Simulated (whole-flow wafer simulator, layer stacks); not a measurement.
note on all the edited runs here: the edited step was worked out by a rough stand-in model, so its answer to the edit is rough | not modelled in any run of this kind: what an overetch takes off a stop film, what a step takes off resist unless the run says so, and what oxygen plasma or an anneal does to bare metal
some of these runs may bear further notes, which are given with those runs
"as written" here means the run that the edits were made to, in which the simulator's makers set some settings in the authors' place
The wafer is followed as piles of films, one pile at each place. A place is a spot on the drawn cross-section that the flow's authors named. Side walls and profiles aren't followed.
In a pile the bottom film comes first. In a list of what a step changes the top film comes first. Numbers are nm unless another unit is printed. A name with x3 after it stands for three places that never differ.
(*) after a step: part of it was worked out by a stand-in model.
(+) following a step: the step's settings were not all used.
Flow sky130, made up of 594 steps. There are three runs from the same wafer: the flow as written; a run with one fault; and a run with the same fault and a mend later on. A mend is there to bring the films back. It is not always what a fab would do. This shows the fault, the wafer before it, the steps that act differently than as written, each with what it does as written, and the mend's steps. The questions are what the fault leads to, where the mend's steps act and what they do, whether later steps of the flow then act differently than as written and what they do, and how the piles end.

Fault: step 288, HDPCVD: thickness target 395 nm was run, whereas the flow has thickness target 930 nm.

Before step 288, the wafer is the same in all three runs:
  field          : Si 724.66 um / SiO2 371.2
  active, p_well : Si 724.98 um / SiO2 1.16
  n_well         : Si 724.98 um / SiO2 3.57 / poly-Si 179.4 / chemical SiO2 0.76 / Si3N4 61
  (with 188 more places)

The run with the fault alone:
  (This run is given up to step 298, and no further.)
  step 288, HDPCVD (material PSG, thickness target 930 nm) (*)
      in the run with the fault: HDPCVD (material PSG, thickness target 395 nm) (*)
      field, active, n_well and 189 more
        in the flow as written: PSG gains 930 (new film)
        in the run with the fault: PSG gains 395 (new film)
  Steps further on in the flow that do not act as written (1 more step, not shown, differs only slightly: by at most 2% or 0.5 nm, whichever is larger):
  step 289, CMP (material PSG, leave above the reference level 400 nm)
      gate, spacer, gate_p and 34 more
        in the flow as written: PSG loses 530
        in the run with the fault: nothing
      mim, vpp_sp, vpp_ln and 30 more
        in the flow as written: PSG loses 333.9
        in the run with the fault: nothing
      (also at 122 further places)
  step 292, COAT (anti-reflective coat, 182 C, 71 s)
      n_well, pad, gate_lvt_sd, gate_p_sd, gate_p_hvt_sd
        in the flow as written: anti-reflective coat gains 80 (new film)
        in the run with the fault: anti-reflective coat gains 3 (new film)
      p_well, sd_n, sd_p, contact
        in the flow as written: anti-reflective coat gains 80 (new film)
        in the run with the fault: anti-reflective coat gains 126.4 (new film)
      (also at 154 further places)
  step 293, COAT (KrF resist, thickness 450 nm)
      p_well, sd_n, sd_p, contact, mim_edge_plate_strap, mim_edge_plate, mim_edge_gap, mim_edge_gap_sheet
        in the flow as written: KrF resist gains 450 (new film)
        in the run with the fault: KrF resist gains 508.2 (new film)
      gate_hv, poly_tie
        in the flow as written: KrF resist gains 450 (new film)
        in the run with the fault: KrF resist gains 386.7 (new film)
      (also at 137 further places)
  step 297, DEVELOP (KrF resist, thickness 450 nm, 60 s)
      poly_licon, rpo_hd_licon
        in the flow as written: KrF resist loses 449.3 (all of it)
        in the run with the fault: KrF resist loses 347.1 (all of it)
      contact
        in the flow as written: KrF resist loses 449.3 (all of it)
        in the run with the fault: KrF resist loses 507.5 (all of it)
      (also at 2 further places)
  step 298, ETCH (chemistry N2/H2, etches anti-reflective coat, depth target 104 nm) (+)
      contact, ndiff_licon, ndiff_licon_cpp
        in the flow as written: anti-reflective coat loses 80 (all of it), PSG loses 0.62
        in the run with the fault: anti-reflective coat loses 104
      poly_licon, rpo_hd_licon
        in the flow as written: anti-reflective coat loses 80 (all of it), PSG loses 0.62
        in the run with the fault: anti-reflective coat loses 77.6 (all of it), PSG loses 0.68
  After step 298, at field, active, n_well and 182 more, the piles differ from the flow's by more than 2% or 0.5 nm, whichever is larger.
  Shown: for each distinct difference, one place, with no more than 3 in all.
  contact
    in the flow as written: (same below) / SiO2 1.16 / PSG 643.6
    in the run with the fault: (same below) / SiO2 1.16 / PSG 395 / anti-reflective coat 22.4
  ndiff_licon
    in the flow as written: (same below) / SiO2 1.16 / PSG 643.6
    in the run with the fault: (same below) / SiO2 1.16 / PSG 395 / anti-reflective coat 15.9
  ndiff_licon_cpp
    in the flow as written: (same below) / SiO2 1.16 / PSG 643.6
    in the run with the fault: (same below) / SiO2 1.16 / PSG 395 / anti-reflective coat 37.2

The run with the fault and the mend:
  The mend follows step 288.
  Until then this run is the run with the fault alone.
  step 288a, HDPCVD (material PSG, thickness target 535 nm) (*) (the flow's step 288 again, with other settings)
      field, active, n_well and 189 more
        PSG gains 535
  None of the later steps of the flow differs from how it acts as written, at any place that is followed, by more than 2% or 0.5 nm, whichever is larger.
  When the end is reached, the piles differ only a little from the flow's at the places that both follow, at most by 2% or 0.5 nm, whichever is larger.
